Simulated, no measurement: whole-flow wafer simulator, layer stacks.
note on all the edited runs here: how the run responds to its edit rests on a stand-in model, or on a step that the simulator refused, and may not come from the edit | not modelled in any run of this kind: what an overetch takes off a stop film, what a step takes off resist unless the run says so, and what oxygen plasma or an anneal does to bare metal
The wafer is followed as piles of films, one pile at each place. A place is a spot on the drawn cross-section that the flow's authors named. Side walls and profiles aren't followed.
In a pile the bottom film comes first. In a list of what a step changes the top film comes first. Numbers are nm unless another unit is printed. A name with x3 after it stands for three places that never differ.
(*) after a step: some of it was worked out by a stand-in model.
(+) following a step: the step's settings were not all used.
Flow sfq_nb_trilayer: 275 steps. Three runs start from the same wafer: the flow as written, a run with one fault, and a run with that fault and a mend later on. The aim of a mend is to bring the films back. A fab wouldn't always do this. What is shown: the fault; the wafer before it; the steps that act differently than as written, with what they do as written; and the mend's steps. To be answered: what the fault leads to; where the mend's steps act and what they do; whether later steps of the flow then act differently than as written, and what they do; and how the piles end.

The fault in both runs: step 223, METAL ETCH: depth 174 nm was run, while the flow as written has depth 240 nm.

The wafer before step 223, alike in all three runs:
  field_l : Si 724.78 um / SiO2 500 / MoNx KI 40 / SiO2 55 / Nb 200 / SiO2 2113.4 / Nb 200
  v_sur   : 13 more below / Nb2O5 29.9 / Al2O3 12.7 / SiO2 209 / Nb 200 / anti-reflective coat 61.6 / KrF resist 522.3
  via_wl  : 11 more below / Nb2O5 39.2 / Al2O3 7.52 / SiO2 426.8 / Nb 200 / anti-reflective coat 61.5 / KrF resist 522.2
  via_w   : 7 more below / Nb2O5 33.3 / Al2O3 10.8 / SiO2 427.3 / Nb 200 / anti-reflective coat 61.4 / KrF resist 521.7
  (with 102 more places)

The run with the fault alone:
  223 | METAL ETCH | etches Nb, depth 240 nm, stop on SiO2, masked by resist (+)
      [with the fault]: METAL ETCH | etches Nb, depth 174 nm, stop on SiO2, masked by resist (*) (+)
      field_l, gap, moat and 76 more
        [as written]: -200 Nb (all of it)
        [with the fault]: -174 Nb
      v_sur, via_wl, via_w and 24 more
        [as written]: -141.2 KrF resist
        [with the fault]: -102.4 KrF resist
  Later steps of the flow acting differently than as written:
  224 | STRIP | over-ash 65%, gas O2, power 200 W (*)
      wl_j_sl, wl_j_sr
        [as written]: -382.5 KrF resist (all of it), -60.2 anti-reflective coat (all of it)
        [with the fault]: -421.3 KrF resist (all of it), -60.2 anti-reflective coat (all of it)
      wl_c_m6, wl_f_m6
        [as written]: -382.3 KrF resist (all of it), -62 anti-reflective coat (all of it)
        [with the fault]: -421.1 KrF resist (all of it), -62 anti-reflective coat (all of it)
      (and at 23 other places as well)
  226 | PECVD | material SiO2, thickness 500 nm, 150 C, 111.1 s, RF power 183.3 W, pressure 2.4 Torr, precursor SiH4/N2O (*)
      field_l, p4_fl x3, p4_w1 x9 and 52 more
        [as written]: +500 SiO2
        [with the fault]: +500 SiO2 (new film)
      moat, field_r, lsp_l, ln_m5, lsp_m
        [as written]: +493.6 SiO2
        [with the fault]: +494.4 SiO2 (new film)
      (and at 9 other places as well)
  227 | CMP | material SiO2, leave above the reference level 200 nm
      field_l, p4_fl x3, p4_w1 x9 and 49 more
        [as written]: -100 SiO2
        [with the fault]: -126 SiO2
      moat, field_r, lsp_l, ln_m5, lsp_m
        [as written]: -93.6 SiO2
        [with the fault]: -120.4 SiO2
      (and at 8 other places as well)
  At field_l, gap, moat and 76 more, the piles at the end differ from the flow's by more than 2% or 0.5 nm, whichever is larger.
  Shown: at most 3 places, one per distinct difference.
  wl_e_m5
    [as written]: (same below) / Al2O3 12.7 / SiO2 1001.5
    [with the fault]: (same below) / Al2O3 12.7 / SiO2 209 / Nb 26 / SiO2 766.5
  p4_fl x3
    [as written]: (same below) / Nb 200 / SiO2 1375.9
    [with the fault]: (same below) / Nb 200 / SiO2 583.4 / Nb 26 / SiO2 766.5
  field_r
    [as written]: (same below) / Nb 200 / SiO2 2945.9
    [with the fault]: (same below) / Nb 200 / SiO2 2153.4 / Nb 26 / SiO2 766.5

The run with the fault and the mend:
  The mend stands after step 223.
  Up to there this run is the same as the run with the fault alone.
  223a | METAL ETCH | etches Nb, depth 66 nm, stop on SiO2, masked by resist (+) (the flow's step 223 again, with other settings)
      field_l, gap, moat and 76 more
        -26 Nb (all of it)
      v_sur, via_wl, via_w and 24 more
        -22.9 KrF resist
  Later steps of the flow acting differently than as written:
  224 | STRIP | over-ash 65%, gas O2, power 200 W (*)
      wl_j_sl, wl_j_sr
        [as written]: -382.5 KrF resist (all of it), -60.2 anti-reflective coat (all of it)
        [with the mend]: -398.4 KrF resist (all of it), -60.2 anti-reflective coat (all of it)
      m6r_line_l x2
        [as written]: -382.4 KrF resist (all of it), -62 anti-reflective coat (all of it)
        [with the mend]: -398.3 KrF resist (all of it), -62 anti-reflective coat (all of it)
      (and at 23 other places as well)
  At every place that both follow, the piles at the end match the flow's.
